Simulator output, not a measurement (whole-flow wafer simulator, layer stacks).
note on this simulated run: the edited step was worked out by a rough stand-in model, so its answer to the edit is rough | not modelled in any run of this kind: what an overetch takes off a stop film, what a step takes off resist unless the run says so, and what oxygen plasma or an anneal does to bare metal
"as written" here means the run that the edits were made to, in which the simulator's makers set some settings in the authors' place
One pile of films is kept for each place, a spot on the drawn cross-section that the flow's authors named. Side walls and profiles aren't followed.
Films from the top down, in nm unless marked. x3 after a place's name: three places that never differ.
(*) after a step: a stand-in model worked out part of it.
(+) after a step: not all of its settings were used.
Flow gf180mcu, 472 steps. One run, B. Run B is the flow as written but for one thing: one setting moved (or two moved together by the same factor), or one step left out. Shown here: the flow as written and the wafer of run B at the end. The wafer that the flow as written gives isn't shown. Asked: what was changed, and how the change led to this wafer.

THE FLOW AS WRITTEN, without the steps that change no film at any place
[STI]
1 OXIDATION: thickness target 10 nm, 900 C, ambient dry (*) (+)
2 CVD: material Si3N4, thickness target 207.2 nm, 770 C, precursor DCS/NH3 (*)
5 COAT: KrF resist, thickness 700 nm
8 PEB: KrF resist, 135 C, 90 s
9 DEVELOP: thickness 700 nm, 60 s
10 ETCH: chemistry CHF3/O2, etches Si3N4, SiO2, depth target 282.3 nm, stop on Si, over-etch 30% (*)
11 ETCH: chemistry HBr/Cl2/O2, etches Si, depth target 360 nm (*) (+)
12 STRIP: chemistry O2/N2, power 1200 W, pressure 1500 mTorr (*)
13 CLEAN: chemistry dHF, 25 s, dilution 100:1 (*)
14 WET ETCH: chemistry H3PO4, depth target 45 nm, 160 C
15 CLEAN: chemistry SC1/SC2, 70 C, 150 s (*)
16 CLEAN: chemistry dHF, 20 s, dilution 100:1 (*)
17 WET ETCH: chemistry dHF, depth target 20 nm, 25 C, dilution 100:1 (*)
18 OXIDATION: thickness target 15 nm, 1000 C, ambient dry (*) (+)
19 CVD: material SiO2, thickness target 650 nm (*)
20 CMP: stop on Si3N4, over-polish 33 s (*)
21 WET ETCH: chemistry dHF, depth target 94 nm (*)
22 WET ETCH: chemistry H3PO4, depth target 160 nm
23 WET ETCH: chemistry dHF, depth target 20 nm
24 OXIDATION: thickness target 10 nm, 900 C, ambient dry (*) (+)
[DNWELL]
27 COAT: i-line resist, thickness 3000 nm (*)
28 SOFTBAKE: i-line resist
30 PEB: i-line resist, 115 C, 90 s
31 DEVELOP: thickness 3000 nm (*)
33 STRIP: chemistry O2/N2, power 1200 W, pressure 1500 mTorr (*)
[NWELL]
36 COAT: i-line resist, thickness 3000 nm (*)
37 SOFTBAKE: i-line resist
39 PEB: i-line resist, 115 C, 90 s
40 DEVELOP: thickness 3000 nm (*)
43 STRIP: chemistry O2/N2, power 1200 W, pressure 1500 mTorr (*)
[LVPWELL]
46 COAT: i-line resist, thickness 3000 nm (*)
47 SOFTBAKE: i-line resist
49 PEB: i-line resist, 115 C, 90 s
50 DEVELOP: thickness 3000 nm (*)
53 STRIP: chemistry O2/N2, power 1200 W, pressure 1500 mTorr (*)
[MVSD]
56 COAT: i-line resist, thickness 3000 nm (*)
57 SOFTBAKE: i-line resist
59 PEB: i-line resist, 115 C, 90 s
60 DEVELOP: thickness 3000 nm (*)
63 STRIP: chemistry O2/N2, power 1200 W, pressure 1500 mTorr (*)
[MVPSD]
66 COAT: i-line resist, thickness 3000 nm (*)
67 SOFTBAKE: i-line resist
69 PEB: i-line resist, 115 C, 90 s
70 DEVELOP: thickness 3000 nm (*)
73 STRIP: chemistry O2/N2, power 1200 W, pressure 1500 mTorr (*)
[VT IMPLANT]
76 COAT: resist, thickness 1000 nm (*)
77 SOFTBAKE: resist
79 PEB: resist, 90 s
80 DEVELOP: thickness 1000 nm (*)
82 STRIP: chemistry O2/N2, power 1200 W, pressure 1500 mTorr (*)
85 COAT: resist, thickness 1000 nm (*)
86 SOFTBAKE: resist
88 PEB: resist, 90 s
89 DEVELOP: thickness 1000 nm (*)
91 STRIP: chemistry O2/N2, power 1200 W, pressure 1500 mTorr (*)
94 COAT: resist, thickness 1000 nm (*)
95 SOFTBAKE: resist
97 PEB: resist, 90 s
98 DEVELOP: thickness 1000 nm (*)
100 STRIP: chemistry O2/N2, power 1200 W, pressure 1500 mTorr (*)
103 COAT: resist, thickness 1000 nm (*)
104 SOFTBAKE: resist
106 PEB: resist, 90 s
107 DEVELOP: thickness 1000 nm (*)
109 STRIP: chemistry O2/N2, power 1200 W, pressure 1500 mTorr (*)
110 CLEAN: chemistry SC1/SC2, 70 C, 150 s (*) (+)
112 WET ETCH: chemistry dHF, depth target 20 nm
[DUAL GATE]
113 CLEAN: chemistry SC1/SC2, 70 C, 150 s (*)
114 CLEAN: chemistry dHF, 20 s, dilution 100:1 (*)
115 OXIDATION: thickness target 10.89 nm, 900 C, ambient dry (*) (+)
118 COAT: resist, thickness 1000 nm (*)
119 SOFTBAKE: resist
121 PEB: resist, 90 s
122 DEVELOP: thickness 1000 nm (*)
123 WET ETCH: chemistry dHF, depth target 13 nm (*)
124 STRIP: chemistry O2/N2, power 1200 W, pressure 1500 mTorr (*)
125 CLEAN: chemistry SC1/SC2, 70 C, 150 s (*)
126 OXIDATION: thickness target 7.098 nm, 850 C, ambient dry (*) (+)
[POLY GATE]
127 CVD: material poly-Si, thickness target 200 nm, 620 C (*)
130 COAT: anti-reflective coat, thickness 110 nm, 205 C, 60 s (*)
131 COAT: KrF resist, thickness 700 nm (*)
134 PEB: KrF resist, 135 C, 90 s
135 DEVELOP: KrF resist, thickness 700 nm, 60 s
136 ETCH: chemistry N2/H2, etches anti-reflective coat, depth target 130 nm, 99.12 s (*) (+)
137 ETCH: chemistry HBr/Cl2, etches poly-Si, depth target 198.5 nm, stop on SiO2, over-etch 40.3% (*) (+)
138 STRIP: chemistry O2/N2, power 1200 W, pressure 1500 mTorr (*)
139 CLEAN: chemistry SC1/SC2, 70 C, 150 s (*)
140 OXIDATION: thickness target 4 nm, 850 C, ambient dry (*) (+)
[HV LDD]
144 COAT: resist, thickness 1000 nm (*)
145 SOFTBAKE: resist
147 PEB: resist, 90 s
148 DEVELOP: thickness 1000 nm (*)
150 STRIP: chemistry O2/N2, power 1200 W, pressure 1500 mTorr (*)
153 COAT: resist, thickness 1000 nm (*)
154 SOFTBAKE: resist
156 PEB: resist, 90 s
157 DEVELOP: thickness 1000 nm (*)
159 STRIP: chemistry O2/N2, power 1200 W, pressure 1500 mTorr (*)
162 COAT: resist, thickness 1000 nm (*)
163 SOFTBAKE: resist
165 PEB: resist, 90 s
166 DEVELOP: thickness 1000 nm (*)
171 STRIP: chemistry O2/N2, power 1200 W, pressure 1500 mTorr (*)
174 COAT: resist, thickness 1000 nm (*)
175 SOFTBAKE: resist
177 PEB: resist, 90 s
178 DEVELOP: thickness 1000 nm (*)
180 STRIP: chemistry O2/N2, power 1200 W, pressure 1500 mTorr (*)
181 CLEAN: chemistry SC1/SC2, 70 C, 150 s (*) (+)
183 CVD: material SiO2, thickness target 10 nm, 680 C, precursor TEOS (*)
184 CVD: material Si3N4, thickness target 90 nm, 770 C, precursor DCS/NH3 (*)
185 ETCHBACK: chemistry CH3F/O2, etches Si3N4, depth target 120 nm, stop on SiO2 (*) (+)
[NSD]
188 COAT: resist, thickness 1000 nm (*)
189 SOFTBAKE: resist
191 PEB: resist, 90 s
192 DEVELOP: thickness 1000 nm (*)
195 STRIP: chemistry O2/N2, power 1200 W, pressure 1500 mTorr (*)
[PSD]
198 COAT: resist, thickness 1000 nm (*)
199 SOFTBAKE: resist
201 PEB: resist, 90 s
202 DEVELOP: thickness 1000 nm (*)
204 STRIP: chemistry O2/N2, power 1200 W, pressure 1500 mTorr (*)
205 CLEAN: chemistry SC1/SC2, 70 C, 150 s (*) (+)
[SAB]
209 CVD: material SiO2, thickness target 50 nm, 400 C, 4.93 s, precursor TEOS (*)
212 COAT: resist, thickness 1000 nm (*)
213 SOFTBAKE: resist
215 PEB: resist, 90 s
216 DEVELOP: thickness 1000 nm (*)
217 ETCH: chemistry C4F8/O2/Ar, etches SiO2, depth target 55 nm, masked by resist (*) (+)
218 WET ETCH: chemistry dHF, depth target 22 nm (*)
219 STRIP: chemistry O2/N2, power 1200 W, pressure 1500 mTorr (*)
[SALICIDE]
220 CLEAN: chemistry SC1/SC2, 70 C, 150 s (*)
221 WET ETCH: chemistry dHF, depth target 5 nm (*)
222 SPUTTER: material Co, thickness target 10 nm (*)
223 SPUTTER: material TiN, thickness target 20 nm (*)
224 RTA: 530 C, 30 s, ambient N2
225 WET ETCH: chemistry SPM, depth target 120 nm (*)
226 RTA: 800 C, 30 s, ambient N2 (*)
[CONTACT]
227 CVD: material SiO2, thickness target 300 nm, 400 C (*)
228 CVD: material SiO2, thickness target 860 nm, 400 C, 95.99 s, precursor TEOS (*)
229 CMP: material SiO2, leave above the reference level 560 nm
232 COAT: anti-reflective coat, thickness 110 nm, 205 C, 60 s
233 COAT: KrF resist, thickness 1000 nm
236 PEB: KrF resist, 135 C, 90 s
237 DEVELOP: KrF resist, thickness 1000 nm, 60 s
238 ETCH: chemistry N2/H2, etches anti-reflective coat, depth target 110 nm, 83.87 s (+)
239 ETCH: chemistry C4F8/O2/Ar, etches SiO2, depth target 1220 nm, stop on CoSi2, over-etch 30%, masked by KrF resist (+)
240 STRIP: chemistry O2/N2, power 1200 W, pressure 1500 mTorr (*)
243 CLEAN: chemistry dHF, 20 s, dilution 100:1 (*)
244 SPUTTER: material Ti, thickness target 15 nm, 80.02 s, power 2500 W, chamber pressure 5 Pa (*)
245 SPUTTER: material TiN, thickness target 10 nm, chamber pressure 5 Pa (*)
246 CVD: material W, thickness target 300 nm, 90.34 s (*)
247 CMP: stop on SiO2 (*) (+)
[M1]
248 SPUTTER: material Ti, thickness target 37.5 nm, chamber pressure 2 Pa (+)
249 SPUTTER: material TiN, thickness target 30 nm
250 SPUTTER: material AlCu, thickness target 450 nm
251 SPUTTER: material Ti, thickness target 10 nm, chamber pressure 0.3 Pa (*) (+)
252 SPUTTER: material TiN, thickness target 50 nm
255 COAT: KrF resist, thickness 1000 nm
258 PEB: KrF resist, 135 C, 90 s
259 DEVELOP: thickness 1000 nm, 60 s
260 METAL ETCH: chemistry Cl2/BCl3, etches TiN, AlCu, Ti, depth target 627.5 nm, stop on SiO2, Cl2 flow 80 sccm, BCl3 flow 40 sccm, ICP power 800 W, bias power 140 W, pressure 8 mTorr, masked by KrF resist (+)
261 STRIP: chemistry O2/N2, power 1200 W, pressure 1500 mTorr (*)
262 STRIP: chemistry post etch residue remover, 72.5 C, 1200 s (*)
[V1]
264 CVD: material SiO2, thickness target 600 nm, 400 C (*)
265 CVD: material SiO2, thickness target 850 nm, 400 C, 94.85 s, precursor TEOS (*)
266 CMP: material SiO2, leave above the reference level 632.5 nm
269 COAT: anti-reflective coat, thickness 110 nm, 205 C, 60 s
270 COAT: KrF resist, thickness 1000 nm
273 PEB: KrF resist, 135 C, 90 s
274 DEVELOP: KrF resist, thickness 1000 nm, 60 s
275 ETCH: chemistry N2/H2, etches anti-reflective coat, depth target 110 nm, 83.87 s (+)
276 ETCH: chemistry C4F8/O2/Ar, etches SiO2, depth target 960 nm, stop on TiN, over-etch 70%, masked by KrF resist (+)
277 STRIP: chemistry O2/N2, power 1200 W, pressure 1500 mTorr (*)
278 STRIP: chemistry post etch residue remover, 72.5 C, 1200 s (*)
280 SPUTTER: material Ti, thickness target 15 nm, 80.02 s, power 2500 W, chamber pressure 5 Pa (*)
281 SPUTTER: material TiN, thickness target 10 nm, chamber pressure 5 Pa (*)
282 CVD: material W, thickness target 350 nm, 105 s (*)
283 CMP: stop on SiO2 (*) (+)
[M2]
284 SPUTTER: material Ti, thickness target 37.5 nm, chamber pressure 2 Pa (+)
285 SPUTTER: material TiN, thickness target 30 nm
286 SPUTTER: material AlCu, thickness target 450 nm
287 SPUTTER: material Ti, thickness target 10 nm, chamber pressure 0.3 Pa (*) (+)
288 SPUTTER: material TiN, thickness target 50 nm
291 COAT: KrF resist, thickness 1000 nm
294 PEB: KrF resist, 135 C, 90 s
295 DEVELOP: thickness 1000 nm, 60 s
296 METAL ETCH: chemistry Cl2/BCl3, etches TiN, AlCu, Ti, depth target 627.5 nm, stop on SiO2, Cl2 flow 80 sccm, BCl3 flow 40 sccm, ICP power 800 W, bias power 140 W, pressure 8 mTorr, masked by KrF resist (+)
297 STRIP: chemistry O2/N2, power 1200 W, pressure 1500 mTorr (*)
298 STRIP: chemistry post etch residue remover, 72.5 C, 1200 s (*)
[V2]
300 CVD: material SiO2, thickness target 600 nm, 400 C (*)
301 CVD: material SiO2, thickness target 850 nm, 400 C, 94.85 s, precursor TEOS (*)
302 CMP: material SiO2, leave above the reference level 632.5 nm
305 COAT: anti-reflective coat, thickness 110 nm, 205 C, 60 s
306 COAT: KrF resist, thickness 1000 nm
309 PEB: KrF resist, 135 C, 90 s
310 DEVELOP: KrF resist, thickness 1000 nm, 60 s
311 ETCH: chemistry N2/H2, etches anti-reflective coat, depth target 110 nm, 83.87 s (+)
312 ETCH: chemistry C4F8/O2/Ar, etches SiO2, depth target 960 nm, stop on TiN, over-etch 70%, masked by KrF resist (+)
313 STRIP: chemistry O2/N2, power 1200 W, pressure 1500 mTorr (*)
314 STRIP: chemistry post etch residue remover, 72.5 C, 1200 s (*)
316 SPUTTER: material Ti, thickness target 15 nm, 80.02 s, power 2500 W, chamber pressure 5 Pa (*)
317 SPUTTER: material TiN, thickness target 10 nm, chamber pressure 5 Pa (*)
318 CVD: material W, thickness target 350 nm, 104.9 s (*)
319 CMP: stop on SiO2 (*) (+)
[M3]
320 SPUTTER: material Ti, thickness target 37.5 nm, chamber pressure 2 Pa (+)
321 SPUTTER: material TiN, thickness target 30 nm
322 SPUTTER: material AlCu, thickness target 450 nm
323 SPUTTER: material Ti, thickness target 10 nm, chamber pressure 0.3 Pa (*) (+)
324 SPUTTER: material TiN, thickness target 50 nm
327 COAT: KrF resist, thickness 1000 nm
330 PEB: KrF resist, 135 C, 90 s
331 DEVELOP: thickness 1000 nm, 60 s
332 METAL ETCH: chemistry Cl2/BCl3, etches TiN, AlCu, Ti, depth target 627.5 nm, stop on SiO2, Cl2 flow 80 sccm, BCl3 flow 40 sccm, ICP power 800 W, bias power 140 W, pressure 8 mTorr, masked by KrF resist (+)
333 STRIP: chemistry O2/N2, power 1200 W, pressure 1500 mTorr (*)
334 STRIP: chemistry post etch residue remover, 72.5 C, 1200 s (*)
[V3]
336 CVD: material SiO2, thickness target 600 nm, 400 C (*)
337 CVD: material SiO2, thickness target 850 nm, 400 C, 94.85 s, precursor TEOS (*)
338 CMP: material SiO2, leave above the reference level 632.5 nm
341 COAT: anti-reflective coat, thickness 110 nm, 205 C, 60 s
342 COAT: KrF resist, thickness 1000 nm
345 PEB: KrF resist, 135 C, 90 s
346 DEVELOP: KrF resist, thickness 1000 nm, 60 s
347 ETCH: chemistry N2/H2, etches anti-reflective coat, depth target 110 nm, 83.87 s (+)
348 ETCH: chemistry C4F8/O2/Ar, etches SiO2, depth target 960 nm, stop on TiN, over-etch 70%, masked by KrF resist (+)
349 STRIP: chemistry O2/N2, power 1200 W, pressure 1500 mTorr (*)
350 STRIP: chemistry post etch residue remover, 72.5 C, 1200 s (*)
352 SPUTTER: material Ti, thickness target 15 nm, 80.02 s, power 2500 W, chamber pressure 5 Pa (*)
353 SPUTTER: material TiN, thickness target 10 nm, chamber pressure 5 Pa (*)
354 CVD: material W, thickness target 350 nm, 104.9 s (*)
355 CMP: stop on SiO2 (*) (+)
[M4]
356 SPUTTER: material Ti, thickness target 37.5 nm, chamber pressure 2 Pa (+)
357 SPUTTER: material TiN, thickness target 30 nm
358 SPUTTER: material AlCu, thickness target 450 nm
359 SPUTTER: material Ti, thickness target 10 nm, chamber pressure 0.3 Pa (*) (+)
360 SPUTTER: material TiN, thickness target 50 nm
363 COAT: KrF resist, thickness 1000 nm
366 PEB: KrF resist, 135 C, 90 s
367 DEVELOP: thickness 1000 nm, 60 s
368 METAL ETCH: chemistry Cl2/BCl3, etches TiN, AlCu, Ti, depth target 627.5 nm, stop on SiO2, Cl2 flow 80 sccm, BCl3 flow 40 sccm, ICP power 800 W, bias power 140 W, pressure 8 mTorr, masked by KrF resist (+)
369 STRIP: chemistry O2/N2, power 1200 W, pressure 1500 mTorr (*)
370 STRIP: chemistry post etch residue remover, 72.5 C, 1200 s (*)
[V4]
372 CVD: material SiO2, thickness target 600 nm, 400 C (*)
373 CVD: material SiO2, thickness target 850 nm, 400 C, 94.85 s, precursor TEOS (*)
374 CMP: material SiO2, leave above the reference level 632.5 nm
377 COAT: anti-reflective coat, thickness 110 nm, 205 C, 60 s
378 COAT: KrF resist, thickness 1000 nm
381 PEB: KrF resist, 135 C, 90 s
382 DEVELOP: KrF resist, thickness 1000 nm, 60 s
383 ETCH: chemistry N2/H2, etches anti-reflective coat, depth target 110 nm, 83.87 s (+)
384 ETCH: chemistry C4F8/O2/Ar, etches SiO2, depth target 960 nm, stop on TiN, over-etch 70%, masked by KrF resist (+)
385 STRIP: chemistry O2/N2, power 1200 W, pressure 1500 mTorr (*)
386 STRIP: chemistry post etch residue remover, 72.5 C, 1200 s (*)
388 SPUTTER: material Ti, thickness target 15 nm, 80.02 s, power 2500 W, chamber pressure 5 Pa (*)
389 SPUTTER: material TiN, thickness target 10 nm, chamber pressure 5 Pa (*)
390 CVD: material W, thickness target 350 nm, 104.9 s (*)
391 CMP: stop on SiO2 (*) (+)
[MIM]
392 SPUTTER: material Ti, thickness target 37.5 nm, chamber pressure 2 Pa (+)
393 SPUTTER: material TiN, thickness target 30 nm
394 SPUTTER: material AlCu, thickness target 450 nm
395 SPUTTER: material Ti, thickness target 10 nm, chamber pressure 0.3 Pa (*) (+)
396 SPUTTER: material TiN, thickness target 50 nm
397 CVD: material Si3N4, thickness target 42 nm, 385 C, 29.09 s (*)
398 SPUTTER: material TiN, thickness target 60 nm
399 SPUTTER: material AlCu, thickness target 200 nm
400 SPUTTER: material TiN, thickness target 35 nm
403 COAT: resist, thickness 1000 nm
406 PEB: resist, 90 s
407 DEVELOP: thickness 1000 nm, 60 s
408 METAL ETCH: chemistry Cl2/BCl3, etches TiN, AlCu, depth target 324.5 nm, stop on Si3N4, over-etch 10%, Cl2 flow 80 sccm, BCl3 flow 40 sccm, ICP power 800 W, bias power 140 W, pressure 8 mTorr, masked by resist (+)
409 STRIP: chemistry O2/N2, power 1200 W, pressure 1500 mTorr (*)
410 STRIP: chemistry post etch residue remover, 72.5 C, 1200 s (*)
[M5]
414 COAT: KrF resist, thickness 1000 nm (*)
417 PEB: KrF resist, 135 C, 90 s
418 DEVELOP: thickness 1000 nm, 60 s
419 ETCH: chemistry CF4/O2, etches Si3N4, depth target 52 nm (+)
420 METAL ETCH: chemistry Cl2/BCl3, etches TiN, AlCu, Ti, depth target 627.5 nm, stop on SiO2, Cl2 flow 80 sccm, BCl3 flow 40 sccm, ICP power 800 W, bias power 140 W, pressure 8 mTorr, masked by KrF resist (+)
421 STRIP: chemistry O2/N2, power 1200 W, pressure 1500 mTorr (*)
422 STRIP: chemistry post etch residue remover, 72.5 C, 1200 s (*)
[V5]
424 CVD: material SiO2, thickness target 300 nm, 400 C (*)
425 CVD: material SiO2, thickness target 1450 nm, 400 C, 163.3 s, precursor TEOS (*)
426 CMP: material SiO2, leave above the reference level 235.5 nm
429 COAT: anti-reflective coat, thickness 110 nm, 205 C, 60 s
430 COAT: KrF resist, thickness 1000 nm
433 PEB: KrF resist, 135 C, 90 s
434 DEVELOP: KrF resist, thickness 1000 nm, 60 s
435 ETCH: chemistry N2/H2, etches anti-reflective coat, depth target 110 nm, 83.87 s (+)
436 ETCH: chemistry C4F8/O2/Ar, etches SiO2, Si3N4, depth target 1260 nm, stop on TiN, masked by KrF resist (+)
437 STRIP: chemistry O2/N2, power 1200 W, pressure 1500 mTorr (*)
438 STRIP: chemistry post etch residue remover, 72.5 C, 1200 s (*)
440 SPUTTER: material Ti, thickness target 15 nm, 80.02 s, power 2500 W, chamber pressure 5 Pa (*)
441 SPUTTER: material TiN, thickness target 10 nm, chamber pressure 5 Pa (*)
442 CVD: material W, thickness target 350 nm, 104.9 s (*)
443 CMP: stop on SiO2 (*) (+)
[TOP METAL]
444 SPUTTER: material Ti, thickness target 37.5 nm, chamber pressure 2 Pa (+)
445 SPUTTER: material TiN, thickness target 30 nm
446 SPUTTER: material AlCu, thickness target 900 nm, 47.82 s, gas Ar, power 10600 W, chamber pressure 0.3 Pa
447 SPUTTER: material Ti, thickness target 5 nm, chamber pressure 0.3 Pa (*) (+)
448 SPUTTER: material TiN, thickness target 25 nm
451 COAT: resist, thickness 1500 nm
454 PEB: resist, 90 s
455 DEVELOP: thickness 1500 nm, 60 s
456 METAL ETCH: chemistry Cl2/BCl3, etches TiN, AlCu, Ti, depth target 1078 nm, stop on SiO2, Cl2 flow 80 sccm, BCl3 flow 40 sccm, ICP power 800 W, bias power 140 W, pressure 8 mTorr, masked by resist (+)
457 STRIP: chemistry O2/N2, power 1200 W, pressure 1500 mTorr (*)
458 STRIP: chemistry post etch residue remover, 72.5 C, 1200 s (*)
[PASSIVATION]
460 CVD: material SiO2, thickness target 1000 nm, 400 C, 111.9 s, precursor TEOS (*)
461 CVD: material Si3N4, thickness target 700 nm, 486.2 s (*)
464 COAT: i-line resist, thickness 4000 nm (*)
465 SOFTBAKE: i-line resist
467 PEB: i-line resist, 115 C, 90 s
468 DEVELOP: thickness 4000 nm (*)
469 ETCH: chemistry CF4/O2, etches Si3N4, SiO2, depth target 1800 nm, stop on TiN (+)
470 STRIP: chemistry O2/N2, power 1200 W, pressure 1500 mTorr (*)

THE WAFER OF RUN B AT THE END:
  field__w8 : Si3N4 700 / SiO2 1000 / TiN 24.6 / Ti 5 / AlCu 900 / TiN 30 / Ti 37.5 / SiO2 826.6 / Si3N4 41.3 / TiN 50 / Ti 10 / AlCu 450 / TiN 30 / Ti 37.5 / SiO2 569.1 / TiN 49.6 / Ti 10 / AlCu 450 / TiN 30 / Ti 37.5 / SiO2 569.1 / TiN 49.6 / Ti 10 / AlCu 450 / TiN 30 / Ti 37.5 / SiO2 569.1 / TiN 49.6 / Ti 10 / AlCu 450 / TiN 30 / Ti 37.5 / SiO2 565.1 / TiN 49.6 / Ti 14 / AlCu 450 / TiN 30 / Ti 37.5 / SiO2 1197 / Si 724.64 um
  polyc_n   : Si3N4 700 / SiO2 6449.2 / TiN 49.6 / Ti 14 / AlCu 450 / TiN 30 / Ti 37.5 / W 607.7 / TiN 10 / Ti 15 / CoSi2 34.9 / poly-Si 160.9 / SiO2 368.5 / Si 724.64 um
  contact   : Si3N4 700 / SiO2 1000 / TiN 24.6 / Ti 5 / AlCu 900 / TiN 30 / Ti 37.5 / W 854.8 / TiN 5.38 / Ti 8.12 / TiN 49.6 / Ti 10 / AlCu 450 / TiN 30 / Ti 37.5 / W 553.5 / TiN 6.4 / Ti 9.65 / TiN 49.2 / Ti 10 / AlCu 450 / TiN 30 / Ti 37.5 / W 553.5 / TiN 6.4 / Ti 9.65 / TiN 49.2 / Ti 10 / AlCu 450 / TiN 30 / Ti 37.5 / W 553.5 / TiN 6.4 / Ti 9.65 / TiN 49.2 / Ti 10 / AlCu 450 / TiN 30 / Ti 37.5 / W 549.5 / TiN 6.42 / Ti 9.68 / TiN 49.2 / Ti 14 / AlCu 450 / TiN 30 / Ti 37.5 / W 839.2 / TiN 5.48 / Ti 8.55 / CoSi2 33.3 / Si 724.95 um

The cause: step 251, SPUTTER: thickness target 14 nm was run, where the flow has thickness target 10 nm.
It can be read off the wafer: field__w8 has Ti 14, and step 251 as written asks for 10 nm.

How the change led to this, step by step:
  251 SPUTTER: material Ti, thickness target 10 nm, chamber pressure 0.3 Pa (*) (+)
      field, field__w1, field__w2 and 108 more: Ti +14 (new film) (as written it would be: Ti +10 (new film))
  260 METAL ETCH: chemistry Cl2/BCl3, etches TiN, AlCu, Ti, depth target 627.5 nm, stop on SiO2, Cl2 flow 80 sccm, BCl3 flow 40 sccm, ICP power 800 W, bias power 140 W, pressure 8 mTorr, masked by KrF resist (+)
      field, field__w1, field__w2 and 99 more: TiN -50 (all of it), Ti -14 (all of it), AlCu -450 (all of it), TiN -30 (all of it), Ti -37.5 (all of it) (as written it would be: TiN -50 (all of it), Ti -10 (all of it), AlCu -450 (all of it), TiN -30 (all of it), Ti -37.5 (all of it))
